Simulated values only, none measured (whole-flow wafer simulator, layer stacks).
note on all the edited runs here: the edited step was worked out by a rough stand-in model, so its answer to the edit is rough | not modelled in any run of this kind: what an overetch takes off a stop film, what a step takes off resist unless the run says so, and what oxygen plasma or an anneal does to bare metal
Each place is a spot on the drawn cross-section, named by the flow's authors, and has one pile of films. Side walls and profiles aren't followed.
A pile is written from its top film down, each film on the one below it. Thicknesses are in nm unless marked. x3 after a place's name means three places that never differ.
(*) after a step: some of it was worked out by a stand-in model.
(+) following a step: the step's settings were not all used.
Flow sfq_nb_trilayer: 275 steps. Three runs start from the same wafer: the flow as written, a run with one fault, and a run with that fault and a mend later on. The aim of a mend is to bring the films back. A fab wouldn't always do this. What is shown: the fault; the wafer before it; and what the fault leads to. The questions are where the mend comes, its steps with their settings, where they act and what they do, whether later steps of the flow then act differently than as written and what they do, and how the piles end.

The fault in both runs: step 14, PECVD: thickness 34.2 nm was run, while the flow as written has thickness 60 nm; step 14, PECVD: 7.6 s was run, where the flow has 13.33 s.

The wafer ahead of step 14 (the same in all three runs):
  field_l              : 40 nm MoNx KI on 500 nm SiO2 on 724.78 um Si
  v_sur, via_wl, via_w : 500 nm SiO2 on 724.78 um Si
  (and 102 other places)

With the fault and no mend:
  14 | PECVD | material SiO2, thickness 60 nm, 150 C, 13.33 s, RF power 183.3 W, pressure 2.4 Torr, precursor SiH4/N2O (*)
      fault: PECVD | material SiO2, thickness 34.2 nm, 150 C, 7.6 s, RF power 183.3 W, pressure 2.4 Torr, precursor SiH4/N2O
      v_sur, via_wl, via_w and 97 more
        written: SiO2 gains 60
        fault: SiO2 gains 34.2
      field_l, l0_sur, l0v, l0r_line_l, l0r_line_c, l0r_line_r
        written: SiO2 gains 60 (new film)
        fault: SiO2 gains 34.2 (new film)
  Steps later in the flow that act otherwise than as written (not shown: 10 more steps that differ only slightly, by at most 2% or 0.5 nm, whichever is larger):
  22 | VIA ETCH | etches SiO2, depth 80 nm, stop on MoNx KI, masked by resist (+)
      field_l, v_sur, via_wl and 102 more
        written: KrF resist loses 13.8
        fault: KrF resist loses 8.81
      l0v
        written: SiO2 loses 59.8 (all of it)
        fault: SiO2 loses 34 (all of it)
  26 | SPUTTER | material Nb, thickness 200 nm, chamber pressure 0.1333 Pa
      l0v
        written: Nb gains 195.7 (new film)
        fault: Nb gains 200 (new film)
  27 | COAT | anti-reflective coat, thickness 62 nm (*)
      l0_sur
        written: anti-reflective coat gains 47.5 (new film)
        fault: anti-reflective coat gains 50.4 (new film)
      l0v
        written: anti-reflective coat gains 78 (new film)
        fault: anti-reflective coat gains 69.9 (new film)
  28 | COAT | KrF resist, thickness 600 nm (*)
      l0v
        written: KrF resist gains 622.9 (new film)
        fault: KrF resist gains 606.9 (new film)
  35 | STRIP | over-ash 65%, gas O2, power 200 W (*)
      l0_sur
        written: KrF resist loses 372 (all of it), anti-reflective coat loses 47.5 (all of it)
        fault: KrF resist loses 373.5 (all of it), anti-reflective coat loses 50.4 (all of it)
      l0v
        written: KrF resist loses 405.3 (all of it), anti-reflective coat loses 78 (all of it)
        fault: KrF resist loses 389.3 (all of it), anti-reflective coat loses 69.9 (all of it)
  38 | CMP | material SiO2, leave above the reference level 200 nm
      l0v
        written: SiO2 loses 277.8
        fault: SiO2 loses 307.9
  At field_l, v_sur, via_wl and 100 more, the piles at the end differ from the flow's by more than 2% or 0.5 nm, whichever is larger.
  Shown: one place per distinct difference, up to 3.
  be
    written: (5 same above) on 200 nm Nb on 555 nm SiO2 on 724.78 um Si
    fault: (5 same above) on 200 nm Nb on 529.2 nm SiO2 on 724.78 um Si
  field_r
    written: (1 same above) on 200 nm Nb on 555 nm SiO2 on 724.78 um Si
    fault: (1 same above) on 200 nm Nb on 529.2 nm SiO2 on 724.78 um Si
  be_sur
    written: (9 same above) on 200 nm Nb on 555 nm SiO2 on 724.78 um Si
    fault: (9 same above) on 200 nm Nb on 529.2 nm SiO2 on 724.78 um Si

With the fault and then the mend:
  The mend stands after step 14.
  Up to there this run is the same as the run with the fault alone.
  14a | PECVD | material SiO2, thickness 25.8 nm, 150 C, 5.733 s, RF power 183.3 W, pressure 2.4 Torr, precursor SiH4/N2O (the flow's step 14, run once more with other settings)
      field_l, v_sur, via_wl and 103 more
        SiO2 gains 25.8
  None of the later steps of the flow differs from how it acts as written, at any place that is followed, by more than 2% or 0.5 nm, whichever is larger.
  By the end, the piles equal the flow's at every place that both follow.
